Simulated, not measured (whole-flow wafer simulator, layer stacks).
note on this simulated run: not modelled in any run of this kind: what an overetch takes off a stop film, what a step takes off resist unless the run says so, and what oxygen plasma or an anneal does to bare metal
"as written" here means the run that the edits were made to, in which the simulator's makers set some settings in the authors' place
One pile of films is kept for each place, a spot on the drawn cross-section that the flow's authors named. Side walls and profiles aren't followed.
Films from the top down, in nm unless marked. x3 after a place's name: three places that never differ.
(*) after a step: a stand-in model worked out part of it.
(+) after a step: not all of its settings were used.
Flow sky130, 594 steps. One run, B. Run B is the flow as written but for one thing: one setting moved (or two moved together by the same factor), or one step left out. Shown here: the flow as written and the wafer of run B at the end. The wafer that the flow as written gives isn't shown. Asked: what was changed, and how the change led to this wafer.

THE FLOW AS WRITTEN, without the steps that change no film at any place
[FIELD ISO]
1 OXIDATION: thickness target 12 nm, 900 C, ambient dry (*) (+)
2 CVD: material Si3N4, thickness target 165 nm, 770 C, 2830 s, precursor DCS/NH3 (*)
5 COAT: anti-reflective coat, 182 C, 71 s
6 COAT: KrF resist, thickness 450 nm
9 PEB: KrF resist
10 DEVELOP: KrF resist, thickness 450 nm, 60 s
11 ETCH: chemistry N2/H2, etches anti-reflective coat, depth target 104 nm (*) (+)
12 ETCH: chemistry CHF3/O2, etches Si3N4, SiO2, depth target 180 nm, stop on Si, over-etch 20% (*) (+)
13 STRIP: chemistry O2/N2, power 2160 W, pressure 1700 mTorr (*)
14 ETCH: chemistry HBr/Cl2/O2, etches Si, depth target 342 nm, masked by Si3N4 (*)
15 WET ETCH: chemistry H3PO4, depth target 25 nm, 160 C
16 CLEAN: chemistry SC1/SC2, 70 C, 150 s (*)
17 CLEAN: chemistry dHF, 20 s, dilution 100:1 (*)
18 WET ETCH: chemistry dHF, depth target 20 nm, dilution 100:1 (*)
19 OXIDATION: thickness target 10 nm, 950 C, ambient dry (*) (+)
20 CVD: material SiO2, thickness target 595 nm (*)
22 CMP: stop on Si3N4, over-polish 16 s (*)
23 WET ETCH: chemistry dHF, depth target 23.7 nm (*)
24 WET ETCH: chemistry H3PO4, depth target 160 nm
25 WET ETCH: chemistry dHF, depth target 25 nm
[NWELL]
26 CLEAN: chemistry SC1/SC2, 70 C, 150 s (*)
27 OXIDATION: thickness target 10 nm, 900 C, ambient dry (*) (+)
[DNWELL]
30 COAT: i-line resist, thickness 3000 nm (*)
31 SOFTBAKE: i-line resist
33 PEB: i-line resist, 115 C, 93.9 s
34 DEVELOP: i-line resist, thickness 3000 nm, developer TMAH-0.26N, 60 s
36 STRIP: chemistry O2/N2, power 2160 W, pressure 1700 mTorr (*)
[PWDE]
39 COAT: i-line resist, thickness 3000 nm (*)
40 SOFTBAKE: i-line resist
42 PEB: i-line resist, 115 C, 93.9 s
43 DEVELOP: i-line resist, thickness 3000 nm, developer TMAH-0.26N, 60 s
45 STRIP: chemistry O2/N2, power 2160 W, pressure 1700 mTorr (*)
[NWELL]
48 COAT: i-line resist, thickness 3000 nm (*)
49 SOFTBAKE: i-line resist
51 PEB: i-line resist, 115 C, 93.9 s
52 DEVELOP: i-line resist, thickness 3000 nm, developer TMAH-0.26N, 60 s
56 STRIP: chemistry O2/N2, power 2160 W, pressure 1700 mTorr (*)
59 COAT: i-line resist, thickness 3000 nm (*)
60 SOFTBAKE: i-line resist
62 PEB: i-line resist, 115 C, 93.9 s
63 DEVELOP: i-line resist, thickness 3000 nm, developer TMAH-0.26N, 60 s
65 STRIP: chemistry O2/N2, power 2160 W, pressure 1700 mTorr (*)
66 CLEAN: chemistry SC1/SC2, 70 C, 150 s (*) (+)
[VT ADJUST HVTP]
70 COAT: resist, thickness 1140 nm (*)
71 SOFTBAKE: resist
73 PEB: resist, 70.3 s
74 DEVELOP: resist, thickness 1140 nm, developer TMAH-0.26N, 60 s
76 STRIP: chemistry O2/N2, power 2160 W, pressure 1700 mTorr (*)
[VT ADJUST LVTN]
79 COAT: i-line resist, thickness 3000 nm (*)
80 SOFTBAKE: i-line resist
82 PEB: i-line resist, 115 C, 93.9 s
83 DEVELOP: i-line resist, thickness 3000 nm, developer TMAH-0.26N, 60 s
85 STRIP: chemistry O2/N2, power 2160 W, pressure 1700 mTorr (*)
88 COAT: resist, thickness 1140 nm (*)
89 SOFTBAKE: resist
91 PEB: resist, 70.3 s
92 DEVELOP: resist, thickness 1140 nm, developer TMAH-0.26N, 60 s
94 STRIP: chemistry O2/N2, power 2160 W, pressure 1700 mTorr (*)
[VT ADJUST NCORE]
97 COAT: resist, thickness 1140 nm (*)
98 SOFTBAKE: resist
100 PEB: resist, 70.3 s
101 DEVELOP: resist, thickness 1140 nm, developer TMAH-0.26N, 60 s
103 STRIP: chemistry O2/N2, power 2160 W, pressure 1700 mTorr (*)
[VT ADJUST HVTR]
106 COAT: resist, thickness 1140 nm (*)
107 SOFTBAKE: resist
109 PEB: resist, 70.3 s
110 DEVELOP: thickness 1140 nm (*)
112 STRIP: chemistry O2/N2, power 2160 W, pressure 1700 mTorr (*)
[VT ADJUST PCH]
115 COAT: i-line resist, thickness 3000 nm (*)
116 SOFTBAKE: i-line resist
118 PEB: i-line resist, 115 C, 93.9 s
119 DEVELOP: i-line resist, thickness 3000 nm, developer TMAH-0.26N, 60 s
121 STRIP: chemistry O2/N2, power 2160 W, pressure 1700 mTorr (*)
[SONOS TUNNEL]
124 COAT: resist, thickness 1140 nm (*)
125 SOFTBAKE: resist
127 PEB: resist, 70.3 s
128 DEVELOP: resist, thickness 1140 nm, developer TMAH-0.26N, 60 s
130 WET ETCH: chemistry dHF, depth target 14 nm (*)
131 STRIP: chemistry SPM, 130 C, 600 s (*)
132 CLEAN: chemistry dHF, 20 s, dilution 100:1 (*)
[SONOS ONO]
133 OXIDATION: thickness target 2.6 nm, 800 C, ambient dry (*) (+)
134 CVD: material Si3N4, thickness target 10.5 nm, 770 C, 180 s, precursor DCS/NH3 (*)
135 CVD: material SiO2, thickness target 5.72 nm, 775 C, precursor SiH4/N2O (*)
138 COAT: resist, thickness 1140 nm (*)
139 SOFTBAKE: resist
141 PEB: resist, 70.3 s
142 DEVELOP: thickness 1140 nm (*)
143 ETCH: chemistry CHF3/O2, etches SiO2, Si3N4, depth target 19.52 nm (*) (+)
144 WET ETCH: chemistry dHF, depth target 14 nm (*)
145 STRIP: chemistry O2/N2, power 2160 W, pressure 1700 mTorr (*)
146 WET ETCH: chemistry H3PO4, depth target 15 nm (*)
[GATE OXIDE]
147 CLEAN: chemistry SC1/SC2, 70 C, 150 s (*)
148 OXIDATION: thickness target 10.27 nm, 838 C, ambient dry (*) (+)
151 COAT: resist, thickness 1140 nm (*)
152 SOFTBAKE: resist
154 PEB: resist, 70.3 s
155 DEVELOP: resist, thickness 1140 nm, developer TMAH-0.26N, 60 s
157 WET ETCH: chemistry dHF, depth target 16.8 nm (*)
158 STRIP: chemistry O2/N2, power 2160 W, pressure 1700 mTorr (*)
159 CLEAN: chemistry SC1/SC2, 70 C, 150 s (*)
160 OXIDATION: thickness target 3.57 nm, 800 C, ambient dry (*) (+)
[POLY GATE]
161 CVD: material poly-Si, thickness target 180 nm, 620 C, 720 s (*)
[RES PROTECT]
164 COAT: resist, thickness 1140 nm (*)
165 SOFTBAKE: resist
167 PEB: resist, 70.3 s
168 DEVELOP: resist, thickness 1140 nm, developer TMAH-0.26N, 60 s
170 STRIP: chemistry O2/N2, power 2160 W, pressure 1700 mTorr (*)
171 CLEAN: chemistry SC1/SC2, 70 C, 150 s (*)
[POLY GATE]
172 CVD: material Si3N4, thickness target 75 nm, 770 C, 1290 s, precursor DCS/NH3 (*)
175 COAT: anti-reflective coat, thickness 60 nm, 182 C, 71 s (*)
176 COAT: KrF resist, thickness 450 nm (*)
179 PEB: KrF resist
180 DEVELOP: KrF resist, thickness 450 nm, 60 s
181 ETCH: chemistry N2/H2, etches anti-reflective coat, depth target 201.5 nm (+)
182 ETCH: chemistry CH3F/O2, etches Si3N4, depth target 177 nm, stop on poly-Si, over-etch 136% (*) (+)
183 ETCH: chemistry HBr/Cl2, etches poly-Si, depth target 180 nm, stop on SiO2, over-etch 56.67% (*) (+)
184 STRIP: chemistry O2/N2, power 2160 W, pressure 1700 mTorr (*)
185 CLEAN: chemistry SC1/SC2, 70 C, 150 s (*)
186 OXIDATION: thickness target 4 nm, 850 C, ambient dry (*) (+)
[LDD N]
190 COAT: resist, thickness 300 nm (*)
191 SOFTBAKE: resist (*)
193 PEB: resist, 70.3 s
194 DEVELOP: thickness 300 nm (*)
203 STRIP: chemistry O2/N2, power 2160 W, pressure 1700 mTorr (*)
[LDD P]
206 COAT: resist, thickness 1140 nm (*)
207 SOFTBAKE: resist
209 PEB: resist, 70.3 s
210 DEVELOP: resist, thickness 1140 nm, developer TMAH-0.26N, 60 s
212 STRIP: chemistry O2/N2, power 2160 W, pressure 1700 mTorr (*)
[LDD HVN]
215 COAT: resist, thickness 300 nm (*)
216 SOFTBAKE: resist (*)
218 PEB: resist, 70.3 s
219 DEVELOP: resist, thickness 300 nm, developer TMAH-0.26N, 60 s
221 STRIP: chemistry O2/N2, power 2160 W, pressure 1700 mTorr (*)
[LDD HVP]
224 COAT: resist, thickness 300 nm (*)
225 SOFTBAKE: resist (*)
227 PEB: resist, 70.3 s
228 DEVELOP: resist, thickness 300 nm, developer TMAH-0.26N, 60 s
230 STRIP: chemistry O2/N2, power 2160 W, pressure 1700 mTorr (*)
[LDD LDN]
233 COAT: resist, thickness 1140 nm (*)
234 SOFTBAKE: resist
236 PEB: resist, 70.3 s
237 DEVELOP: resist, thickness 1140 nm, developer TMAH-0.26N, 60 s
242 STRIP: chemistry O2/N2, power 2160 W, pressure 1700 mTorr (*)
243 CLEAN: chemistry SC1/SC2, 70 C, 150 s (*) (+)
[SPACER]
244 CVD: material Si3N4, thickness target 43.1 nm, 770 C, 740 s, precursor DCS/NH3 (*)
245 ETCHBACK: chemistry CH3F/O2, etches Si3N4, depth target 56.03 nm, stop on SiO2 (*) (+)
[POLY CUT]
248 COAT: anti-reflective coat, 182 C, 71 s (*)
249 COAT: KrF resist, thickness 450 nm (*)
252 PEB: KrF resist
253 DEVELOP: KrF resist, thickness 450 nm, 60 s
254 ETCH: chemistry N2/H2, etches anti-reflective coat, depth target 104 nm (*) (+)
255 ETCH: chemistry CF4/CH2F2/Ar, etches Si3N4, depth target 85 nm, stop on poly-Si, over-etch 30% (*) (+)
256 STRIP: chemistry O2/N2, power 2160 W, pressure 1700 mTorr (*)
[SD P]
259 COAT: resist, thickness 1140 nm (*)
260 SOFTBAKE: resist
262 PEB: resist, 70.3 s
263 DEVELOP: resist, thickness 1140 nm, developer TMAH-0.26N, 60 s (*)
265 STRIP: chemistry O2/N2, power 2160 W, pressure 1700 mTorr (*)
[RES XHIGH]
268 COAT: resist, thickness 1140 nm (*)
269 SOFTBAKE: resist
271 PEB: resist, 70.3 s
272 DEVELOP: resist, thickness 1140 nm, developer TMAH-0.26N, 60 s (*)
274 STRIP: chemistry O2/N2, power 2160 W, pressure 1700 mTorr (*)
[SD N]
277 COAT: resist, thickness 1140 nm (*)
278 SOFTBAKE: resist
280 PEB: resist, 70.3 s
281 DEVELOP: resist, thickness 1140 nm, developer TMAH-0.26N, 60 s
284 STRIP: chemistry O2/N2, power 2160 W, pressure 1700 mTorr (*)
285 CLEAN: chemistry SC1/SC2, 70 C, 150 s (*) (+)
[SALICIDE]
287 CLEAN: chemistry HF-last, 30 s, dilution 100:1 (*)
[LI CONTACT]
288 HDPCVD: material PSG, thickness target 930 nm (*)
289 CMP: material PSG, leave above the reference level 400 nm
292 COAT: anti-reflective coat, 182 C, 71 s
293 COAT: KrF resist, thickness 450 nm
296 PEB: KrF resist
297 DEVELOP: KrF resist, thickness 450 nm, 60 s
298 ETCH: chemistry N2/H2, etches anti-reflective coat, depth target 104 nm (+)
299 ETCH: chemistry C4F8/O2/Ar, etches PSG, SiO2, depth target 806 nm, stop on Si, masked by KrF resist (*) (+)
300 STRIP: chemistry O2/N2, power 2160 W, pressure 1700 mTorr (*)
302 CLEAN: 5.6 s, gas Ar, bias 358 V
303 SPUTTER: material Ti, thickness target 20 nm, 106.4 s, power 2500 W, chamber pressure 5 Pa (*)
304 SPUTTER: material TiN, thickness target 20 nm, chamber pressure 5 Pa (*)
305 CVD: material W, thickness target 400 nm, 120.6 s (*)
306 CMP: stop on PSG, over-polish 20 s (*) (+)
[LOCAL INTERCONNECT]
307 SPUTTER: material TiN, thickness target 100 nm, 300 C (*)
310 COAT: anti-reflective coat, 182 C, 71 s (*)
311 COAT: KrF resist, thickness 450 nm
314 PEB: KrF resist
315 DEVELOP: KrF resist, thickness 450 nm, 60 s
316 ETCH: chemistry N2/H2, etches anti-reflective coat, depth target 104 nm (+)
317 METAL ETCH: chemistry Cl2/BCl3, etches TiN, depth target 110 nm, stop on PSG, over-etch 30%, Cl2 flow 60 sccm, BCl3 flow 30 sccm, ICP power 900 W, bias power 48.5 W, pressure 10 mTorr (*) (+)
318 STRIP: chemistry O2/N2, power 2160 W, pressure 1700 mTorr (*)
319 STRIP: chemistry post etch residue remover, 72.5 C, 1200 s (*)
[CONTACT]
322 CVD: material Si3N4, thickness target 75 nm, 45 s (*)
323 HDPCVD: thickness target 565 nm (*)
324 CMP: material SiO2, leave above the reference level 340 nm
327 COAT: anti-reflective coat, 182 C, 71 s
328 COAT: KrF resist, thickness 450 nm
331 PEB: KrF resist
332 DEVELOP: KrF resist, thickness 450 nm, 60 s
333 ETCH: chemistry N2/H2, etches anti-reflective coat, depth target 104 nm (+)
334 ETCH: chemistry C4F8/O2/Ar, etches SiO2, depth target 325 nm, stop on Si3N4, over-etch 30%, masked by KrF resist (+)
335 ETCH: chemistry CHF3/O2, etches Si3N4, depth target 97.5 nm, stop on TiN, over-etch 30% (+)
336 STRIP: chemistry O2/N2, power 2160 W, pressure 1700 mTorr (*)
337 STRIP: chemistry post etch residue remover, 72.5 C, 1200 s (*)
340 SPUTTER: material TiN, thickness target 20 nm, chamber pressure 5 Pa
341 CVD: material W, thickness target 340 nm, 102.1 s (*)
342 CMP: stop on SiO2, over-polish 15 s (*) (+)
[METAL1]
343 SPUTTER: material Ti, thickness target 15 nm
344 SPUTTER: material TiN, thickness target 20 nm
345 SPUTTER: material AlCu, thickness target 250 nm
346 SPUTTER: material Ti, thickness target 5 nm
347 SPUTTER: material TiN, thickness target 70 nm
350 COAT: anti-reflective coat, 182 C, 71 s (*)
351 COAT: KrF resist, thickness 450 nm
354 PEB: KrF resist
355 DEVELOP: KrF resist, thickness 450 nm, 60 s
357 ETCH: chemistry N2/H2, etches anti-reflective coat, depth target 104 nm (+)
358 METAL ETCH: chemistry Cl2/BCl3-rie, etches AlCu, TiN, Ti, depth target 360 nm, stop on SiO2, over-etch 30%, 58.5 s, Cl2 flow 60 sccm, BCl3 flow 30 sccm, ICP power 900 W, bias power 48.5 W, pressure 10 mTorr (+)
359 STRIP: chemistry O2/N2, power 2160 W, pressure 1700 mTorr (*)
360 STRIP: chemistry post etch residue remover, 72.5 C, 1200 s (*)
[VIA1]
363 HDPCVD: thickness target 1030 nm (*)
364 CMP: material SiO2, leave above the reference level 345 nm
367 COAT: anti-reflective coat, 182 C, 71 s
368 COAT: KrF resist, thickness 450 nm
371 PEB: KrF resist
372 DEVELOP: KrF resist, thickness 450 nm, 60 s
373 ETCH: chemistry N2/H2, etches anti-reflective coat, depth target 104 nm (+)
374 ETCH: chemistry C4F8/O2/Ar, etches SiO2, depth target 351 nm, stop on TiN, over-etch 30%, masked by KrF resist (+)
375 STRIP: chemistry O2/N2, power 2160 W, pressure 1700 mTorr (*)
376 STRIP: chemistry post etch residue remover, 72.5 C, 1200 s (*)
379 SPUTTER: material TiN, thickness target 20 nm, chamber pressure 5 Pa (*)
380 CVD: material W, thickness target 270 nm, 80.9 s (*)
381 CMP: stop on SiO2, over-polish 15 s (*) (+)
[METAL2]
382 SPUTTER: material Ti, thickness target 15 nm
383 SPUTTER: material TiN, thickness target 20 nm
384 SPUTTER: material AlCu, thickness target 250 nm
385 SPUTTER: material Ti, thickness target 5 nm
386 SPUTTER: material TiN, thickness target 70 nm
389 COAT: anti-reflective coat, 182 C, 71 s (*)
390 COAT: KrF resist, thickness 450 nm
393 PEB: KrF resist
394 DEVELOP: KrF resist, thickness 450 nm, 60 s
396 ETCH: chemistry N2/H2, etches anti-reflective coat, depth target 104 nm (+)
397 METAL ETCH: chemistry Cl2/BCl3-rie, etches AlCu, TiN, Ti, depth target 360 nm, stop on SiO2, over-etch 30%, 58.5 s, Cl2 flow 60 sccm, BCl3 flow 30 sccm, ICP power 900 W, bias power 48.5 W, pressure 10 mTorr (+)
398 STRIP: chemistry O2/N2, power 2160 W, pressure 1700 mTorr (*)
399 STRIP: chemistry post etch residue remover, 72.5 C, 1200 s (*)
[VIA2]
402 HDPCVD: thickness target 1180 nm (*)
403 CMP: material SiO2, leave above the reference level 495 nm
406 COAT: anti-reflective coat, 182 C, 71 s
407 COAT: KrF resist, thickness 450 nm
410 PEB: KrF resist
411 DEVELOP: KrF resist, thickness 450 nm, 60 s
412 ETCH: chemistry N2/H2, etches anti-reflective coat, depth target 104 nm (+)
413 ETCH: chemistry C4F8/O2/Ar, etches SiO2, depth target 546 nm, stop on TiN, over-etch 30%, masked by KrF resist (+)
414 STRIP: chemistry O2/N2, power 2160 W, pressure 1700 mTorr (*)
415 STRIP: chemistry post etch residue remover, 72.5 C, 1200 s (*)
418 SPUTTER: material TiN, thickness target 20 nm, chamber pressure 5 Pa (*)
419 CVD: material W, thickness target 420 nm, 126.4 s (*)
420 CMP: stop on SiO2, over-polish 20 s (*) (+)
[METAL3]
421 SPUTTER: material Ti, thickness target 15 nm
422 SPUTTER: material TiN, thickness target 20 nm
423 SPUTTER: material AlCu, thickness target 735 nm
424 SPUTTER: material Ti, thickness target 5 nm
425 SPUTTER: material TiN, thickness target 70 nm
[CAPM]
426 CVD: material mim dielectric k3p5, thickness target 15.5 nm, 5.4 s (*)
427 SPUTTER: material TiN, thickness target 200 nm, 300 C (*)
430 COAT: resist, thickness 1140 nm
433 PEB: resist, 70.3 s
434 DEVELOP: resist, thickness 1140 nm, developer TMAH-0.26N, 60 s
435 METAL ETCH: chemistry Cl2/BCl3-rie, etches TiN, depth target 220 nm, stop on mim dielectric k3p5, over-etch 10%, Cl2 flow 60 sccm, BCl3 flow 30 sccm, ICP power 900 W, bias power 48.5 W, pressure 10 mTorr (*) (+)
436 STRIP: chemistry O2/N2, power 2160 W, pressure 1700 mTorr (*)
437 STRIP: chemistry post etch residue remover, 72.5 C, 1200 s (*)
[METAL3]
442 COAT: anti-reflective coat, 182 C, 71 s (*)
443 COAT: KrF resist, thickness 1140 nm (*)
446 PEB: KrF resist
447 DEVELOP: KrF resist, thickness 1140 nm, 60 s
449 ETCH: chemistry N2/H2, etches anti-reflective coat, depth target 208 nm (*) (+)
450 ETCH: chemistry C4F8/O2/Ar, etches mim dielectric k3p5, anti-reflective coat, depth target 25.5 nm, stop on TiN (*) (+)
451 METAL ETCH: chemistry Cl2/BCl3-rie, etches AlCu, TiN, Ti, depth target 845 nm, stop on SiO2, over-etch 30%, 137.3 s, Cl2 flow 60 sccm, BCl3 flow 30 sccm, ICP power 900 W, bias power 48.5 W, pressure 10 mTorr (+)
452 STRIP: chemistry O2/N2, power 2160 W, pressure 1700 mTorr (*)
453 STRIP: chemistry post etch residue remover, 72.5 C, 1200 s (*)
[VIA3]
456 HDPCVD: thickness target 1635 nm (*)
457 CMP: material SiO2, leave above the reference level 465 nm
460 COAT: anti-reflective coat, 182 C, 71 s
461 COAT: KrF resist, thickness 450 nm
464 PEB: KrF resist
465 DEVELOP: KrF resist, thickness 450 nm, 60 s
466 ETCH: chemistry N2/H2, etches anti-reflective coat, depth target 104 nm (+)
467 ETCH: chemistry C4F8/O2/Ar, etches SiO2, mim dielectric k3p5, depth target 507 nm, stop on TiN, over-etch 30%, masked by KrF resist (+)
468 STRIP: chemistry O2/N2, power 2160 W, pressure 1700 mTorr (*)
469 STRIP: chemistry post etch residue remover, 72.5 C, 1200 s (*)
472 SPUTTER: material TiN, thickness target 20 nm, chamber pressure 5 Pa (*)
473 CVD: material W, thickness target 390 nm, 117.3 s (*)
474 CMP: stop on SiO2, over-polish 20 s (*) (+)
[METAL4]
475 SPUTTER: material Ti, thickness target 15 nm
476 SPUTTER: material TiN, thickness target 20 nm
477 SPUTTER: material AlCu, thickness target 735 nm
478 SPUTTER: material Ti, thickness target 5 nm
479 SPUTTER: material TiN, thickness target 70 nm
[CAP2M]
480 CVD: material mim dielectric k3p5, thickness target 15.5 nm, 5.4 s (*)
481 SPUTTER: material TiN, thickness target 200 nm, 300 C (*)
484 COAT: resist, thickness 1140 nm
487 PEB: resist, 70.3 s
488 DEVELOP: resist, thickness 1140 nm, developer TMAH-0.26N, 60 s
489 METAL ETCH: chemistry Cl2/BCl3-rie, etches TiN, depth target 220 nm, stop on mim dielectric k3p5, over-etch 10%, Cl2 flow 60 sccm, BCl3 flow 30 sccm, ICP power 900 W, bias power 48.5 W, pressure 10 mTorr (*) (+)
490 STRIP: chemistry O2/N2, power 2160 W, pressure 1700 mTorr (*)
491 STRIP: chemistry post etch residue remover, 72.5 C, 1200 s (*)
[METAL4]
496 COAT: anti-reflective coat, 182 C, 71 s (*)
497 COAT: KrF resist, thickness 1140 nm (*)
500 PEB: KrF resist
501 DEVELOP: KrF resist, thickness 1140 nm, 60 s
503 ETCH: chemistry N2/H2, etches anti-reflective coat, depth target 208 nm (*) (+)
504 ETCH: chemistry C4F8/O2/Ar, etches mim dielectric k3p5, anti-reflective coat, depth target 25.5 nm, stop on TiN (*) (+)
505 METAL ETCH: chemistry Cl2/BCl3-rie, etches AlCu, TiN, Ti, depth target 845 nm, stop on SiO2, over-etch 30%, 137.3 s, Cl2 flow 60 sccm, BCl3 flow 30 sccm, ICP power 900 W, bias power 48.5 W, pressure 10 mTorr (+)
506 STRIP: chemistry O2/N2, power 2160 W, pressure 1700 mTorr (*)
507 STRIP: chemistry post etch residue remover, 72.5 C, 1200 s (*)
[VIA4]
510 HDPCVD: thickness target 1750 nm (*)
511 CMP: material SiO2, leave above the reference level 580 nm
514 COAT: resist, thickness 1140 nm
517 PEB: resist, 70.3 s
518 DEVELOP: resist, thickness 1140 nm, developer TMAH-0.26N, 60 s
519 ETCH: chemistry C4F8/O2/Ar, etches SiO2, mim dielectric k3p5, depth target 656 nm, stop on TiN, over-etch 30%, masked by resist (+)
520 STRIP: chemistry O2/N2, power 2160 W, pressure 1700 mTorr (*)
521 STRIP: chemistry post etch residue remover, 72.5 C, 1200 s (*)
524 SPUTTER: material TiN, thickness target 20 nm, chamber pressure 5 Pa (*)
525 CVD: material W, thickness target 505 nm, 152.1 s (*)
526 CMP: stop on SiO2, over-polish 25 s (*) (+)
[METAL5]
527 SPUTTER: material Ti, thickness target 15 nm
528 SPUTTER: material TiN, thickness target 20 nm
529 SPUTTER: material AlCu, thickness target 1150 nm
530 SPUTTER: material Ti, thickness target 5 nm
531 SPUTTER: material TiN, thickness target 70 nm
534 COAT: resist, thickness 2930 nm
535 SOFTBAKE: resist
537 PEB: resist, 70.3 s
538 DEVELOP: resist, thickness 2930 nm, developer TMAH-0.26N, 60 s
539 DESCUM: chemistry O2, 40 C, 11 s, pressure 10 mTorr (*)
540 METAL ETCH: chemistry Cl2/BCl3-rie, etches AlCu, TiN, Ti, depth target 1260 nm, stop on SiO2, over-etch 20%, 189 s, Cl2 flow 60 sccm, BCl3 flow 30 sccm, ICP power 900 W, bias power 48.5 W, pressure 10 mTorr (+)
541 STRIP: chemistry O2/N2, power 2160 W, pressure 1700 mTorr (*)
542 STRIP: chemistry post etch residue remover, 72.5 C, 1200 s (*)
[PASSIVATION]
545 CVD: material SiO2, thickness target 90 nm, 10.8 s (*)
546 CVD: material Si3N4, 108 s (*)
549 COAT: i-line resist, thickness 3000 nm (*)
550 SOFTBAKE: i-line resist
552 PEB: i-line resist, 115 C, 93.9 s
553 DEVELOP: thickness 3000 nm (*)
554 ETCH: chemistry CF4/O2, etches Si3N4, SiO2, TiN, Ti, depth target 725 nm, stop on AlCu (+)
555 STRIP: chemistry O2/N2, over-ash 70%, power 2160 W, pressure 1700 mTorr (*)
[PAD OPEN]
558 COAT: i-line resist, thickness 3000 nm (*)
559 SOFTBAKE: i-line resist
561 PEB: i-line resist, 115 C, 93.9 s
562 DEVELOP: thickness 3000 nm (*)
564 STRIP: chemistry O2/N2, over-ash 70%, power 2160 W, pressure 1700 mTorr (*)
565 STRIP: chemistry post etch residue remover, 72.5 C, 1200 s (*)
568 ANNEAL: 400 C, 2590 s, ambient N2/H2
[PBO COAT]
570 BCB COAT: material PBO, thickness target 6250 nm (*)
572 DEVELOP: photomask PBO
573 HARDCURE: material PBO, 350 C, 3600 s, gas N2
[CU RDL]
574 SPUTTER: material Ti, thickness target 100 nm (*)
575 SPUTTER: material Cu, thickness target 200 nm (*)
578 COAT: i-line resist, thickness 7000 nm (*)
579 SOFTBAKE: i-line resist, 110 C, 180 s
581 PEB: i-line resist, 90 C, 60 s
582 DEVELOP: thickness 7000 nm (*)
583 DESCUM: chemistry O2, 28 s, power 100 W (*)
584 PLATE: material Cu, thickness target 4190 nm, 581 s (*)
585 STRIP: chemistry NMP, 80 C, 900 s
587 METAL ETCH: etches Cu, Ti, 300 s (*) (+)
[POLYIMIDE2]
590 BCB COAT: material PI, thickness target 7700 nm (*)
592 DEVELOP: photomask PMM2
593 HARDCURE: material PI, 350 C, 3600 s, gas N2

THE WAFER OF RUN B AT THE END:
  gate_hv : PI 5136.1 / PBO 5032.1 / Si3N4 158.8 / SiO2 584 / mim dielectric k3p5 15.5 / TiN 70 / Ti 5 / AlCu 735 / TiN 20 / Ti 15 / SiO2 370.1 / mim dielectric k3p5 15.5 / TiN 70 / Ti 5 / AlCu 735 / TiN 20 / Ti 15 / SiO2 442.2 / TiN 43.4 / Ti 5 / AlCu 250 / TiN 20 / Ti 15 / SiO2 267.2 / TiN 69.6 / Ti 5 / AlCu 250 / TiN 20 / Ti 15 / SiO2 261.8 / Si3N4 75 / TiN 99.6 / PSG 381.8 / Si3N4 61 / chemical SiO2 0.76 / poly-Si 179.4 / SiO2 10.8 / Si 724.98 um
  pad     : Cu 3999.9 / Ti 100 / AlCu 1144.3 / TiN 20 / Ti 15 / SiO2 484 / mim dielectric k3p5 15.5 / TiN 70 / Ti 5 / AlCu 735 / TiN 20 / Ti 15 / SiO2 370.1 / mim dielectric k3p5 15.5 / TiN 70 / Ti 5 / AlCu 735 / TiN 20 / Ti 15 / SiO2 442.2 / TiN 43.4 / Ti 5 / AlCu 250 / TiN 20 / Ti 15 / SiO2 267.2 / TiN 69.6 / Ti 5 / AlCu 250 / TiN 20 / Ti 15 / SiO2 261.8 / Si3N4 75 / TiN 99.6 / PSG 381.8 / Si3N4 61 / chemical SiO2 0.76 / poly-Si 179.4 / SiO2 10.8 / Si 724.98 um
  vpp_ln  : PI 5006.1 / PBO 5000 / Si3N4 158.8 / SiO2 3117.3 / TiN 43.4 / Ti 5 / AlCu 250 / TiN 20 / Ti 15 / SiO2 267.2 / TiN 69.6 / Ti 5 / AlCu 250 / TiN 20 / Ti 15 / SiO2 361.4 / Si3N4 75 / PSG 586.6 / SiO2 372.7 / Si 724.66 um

The cause: step 386, SPUTTER: thickness target 43.8 nm was run, where the flow has thickness target 70 nm.

How the change led to this, step by step:
  386 SPUTTER: material TiN, thickness target 70 nm
      field, active, n_well and 188 more: TiN +43.8 (new film) (as written it would be: TiN +70 (new film))
  397 METAL ETCH: chemistry Cl2/BCl3-rie, etches AlCu, TiN, Ti, depth target 360 nm, stop on SiO2, over-etch 30%, 58.5 s, Cl2 flow 60 sccm, BCl3 flow 30 sccm, ICP power 900 W, bias power 48.5 W, pressure 10 mTorr (+)
      field, active, gate and 82 more: TiN -42.5 (all of it), Ti -5 (all of it), AlCu -250 (all of it), TiN -20 (all of it), Ti -15 (all of it), SiO2 -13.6 (as written it would be: TiN -68.7 (all of it), Ti -5 (all of it), AlCu -250 (all of it), TiN -20 (all of it), Ti -15 (all of it), SiO2 -10.9)
  403 CMP: material SiO2, leave above the reference level 495 nm
      n_well, p_well, gate_hv and 101 more: SiO2 -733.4 (as written it would be: SiO2 -759.6)
      m1, via1_hole: SiO2 -732.9 (as written it would be: SiO2 -759.1)
  413 ETCH: chemistry C4F8/O2/Ar, etches SiO2, depth target 546 nm, stop on TiN, over-etch 30%, masked by KrF resist (+)
      m1: SiO2 -446.5 (all of it) (as written it would be: SiO2 -420.3 (all of it))
      via2_hole: SiO2 -446 (all of it) (as written it would be: SiO2 -419.8 (all of it))
  419 CVD: material W, thickness target 420 nm, 126.4 s (*)
      m1: W +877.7 (new film) (as written it would be: W +851.1 (new film))
      via2_hole: W +877.2 (new film) (as written it would be: W +850.7 (new film))
